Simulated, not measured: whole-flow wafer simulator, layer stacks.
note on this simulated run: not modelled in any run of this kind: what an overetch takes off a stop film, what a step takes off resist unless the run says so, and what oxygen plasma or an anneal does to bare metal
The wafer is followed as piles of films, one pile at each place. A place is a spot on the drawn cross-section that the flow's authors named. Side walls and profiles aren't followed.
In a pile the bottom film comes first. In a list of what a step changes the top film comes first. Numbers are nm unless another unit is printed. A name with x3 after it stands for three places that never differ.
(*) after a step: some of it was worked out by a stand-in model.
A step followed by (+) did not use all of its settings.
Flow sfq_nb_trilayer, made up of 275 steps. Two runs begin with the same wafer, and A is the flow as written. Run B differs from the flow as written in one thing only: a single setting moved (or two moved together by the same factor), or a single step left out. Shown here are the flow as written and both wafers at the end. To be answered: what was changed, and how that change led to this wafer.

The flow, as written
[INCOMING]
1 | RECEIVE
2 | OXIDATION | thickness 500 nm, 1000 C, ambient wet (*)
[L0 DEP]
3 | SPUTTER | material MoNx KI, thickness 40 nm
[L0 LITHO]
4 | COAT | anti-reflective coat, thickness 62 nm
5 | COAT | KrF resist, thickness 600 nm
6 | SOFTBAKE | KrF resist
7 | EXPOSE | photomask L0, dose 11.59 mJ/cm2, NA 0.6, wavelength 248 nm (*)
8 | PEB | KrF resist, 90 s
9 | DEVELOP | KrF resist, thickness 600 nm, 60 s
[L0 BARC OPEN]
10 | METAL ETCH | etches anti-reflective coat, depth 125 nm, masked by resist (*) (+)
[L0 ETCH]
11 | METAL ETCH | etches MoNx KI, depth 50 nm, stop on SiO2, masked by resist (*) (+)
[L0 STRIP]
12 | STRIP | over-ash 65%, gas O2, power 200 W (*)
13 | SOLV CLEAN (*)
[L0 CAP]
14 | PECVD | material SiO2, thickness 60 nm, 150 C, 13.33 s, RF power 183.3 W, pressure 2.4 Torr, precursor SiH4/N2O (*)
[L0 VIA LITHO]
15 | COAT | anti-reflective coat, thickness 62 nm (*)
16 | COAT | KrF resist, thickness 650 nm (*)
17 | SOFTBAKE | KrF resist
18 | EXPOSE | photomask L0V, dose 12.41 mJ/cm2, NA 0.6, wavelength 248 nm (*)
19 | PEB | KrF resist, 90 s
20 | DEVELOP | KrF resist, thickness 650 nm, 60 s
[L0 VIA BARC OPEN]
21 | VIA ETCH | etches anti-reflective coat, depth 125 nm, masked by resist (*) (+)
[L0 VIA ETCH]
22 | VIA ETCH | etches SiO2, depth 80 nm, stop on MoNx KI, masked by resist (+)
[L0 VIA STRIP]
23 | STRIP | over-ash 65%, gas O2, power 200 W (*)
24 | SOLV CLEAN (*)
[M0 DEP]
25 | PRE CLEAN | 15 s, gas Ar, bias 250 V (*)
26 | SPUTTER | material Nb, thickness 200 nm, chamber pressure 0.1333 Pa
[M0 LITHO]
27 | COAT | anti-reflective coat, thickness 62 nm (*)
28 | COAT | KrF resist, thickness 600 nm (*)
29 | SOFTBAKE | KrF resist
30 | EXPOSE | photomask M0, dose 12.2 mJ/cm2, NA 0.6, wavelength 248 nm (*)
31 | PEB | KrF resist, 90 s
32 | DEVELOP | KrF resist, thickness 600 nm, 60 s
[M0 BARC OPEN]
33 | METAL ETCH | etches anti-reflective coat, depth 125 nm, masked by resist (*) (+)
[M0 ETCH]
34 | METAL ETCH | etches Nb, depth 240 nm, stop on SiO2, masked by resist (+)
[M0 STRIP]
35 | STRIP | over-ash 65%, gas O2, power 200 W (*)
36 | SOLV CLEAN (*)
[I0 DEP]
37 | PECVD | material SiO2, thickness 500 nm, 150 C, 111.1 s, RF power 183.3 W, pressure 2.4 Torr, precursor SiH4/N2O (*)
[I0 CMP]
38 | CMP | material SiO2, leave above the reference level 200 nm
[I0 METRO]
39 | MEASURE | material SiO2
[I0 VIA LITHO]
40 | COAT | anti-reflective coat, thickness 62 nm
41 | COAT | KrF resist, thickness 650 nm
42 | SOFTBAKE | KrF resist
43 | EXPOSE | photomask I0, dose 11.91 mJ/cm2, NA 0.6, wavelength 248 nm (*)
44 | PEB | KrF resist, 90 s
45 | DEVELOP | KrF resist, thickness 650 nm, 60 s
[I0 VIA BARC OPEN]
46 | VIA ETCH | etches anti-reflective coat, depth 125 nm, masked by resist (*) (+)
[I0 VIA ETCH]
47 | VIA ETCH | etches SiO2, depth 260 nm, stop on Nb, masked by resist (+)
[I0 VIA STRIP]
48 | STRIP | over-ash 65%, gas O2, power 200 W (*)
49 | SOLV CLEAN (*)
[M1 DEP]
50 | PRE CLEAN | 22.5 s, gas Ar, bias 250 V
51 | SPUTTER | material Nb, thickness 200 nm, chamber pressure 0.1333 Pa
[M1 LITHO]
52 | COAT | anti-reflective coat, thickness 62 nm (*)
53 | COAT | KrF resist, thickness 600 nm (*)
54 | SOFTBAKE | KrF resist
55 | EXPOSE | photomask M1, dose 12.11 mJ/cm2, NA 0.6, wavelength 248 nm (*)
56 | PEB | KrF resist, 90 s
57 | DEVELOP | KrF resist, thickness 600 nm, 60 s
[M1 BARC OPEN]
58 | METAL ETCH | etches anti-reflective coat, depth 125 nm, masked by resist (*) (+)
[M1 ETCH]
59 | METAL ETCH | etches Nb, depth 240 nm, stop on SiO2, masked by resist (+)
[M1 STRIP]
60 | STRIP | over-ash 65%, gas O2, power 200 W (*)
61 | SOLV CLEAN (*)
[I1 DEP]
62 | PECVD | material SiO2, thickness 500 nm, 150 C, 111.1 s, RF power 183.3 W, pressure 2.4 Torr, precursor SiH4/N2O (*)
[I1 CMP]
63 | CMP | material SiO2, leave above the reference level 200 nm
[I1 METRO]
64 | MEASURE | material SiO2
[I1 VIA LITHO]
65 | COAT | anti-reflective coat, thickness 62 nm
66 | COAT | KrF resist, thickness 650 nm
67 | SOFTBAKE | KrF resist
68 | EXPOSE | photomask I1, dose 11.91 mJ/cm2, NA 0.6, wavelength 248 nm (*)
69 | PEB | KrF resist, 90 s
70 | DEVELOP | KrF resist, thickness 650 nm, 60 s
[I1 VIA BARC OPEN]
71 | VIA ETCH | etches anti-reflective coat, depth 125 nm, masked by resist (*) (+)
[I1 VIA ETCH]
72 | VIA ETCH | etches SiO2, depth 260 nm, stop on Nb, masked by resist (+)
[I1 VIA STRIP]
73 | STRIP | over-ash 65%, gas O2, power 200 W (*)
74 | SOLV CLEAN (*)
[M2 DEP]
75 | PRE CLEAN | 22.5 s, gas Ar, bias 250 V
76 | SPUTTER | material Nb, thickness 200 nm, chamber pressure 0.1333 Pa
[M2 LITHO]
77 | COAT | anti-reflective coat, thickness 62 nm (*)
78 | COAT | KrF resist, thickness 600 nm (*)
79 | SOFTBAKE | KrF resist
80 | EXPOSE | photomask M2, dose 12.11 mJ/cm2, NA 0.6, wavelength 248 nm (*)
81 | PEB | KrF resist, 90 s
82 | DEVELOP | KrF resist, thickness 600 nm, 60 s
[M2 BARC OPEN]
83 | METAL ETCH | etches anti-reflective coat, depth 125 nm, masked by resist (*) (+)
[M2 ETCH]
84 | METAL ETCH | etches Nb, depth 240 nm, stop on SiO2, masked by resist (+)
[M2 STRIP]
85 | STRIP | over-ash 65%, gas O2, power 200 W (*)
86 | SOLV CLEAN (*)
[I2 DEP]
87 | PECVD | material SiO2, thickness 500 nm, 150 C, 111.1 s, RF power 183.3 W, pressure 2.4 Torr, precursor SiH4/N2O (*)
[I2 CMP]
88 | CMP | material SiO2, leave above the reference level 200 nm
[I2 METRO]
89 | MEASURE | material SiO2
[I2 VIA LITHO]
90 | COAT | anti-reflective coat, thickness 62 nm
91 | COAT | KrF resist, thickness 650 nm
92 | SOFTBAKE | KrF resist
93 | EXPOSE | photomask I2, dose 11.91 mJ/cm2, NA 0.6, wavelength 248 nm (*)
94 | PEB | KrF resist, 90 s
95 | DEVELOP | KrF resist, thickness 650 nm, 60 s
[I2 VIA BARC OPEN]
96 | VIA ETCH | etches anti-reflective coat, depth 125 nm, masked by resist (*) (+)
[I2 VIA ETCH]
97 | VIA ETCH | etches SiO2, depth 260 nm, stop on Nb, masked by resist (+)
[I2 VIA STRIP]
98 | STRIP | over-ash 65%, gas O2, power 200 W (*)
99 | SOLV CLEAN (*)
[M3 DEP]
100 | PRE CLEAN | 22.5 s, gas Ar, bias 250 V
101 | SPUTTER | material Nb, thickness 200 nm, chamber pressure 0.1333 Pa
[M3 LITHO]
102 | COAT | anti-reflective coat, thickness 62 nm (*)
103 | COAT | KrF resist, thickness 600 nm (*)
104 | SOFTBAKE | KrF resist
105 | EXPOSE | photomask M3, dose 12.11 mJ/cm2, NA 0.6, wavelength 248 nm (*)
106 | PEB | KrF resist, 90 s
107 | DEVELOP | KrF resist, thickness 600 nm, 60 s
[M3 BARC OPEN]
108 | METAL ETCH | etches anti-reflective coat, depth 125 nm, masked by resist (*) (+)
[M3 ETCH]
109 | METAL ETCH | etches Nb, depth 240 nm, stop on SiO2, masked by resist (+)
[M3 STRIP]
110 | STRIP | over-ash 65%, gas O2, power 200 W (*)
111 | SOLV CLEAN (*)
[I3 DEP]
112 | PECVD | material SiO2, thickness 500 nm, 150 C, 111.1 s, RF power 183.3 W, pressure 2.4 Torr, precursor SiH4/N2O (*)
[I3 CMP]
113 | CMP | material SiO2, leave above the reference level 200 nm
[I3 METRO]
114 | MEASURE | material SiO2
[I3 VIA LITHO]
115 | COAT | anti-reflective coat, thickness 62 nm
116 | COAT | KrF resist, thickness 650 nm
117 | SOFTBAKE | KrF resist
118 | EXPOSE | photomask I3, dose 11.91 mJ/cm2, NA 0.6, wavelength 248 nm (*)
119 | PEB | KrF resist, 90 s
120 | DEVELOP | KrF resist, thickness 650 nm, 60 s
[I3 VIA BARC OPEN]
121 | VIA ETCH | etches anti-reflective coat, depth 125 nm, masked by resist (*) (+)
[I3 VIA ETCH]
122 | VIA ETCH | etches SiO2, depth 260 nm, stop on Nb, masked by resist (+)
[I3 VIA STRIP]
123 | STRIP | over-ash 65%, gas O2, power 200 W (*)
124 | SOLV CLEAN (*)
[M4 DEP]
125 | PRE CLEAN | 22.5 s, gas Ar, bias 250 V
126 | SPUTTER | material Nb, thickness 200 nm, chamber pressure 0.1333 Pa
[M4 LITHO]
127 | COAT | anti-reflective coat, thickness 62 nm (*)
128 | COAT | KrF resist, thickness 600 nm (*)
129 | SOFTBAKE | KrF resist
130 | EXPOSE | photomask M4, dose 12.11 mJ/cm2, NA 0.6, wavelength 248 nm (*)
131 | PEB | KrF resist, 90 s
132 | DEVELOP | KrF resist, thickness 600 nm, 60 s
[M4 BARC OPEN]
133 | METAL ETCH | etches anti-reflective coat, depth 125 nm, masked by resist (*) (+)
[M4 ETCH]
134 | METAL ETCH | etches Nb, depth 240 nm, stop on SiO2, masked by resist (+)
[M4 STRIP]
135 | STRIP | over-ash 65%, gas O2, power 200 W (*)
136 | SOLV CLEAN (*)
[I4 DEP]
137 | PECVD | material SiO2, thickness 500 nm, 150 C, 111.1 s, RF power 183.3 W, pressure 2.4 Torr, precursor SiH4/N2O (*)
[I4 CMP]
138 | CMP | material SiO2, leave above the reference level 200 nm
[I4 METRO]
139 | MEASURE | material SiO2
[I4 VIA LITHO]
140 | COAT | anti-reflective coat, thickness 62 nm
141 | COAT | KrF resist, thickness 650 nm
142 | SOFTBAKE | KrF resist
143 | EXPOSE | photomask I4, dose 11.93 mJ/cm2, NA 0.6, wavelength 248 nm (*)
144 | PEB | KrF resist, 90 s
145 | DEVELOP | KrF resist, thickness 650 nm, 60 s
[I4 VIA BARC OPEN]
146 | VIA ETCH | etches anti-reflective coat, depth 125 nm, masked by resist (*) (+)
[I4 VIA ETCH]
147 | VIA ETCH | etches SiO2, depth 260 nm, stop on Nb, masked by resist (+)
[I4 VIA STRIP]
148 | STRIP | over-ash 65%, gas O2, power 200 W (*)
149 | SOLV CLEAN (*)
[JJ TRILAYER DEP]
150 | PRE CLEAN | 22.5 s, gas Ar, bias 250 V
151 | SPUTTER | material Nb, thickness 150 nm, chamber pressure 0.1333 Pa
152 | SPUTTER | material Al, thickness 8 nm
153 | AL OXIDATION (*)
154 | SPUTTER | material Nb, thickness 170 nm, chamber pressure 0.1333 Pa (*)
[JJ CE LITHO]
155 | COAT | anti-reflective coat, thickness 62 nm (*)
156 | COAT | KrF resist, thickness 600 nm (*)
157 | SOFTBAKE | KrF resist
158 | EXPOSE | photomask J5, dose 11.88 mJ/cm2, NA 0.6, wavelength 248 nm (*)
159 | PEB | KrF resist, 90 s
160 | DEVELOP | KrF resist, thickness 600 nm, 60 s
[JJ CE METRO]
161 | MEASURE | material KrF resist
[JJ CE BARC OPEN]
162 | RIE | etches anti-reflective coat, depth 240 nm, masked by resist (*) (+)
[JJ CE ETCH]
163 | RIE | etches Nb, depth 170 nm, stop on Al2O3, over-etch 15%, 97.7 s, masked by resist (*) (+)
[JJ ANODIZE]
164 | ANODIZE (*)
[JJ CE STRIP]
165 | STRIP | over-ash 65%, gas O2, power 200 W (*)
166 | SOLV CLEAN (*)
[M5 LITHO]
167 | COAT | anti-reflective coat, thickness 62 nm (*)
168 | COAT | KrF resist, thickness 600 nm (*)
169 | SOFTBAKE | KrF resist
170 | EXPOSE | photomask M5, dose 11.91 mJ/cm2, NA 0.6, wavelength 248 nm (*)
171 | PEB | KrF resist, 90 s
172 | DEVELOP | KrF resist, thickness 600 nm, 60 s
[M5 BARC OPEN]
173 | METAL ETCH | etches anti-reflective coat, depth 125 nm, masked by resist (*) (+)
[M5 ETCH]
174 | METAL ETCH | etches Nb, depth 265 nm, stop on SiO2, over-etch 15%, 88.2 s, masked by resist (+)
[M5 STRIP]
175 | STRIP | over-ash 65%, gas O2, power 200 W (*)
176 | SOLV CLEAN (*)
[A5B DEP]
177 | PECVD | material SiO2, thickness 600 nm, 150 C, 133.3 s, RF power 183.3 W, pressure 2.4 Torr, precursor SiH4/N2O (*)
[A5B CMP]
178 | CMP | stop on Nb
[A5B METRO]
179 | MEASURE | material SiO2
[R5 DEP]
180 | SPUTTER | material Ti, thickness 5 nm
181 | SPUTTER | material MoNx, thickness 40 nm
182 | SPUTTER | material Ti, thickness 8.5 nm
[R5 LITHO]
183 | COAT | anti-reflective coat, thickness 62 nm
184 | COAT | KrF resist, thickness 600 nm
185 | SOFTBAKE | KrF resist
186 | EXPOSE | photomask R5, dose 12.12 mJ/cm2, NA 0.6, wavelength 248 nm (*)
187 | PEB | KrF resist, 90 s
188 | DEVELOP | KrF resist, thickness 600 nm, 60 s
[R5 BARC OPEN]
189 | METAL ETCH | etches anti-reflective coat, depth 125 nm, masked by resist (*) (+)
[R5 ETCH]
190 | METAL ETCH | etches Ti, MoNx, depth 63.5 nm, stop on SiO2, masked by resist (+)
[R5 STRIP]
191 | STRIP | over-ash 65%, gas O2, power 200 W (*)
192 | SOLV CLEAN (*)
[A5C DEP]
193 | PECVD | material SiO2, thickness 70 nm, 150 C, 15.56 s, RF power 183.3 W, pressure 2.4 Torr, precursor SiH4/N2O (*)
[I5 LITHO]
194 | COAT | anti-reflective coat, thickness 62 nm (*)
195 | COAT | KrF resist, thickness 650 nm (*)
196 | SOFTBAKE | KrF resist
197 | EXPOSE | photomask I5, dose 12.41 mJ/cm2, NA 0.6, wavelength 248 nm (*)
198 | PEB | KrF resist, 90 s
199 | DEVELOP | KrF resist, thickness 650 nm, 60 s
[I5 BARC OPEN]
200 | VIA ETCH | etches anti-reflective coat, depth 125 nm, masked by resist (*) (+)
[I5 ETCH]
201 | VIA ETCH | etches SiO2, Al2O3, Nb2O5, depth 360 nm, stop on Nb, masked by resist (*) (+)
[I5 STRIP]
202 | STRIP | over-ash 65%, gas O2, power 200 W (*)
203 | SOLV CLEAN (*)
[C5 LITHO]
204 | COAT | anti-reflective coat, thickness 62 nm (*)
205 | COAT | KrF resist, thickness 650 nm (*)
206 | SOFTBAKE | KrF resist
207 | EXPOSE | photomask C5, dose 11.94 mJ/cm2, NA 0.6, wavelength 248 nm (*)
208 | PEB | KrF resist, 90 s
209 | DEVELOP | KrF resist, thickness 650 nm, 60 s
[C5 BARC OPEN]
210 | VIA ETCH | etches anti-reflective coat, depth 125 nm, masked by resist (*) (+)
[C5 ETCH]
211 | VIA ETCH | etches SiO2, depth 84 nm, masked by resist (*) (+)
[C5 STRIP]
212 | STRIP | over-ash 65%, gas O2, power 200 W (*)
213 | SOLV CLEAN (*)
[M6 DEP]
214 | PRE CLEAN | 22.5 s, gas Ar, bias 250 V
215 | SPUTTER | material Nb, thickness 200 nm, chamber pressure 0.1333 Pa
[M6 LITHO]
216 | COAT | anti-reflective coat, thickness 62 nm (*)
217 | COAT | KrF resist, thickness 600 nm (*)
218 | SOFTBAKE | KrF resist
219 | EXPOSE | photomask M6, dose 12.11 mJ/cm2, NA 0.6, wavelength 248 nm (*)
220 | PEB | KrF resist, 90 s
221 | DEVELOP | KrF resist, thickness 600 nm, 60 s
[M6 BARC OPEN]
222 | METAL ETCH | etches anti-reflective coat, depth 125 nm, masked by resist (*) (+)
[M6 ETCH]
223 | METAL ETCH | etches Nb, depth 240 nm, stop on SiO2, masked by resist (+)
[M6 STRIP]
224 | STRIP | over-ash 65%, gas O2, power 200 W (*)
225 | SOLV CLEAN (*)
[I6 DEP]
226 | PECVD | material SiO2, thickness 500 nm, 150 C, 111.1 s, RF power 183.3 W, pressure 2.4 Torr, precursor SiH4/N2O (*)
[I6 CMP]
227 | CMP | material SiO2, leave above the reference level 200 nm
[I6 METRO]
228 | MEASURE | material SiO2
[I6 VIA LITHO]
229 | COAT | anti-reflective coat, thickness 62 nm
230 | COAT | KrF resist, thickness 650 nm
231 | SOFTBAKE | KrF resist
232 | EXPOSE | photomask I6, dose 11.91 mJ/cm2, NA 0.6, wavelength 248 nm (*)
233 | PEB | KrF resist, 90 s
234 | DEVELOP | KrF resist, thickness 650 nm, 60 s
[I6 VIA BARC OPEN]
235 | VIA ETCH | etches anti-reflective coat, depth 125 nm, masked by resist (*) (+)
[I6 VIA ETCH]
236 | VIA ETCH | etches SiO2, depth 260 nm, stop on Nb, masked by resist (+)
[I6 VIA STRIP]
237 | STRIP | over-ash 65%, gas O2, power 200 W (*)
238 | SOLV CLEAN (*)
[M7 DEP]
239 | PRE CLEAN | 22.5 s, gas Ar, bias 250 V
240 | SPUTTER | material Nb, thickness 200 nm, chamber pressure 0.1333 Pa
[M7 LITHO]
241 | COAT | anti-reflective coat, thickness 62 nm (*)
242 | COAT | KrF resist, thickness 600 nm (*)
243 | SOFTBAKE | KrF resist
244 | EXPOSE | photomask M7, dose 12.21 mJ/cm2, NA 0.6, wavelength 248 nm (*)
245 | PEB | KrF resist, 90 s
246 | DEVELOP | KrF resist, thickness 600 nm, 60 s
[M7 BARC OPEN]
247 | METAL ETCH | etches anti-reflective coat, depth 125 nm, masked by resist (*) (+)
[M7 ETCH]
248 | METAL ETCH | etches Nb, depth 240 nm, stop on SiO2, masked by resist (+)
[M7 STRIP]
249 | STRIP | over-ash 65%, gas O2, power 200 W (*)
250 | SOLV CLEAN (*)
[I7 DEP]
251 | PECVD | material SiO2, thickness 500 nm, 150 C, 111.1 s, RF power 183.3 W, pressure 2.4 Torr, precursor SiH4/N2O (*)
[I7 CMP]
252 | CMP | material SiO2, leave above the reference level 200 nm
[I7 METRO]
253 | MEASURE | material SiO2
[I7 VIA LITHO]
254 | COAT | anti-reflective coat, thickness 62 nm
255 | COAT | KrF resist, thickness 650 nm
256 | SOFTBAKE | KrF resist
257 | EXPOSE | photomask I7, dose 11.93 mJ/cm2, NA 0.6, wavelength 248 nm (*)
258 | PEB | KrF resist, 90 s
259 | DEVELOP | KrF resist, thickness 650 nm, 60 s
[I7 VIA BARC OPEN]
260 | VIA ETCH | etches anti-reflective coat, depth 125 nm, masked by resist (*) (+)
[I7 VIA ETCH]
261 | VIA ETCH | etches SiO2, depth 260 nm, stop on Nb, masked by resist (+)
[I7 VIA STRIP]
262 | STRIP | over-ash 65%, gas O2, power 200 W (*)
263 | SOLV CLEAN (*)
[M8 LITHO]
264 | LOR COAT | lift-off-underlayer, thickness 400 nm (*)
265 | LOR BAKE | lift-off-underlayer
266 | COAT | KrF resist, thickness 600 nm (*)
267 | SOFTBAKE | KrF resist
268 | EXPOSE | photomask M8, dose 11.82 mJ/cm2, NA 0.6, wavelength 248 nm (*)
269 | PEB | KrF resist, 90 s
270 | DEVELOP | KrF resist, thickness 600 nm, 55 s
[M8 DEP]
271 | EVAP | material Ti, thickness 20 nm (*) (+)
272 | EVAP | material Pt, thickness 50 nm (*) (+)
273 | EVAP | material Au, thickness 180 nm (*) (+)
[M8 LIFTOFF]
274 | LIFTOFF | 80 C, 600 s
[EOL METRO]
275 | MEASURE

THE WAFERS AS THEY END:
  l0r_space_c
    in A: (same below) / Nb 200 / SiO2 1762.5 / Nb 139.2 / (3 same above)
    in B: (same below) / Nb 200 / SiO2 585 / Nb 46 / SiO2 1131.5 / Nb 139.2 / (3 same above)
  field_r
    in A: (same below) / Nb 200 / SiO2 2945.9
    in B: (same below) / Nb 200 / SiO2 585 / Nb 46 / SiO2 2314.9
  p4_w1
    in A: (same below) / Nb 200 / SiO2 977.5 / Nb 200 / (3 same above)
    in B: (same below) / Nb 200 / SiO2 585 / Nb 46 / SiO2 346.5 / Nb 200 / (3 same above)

Cause: step 84, METAL ETCH: depth 154 nm was run, whereas the flow has depth 240 nm.

The path from the change to this, step by step:
  84 | METAL ETCH | etches Nb, depth 240 nm, stop on SiO2, masked by resist (+)
      field_l, be, be_sur and 81 more: A Nb loses 200 (all of it) | B Nb loses 154
      v_sur, via_wl, via_w and 19 more: A KrF resist loses 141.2 | B KrF resist loses 90.6
  85 | STRIP | over-ash 65%, gas O2, power 200 W (*)
      wl_j_sl, wl_jj, wl_j_sr and 12 more: A KrF resist loses 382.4 (all of it), anti-reflective coat loses 62 (all of it) | B KrF resist loses 433 (all of it), anti-reflective coat loses 62 (all of it)
      v_sur: A KrF resist loses 380 (all of it), anti-reflective coat loses 61.4 (all of it) | B KrF resist loses 430.6 (all of it), anti-reflective coat loses 61.4 (all of it)
      (and at 6 other places as well)
  87 | PECVD | material SiO2, thickness 500 nm, 150 C, 111.1 s, RF power 183.3 W, pressure 2.4 Torr, precursor SiH4/N2O (*)
      field_l, be, be_sur and 81 more: A SiO2 gains 500 | B SiO2 gains 500 (new film)
  88 | CMP | material SiO2, leave above the reference level 200 nm
      field_l, be, be_sur and 81 more: A SiO2 loses 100 | B SiO2 loses 146
Taking metal films that touch as one body, l0r_space_c has 3 bodies (between them, from the top down: SiO2 1131.5; SiO2 585); the flow as written gives 2 bodies (between them, from the top down: SiO2 1762.5).
Taking metal films that touch as one body, field_r has 2 bodies (between them, from the top down: SiO2 585); the flow as written gives 1 body.
Taking metal films that touch as one body, p4_w1 has 4 bodies (between them, from the top down: SiO2 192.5; SiO2 346.5; SiO2 585); the flow as written gives 3 bodies (between them, from the top down: SiO2 192.5; SiO2 977.5).
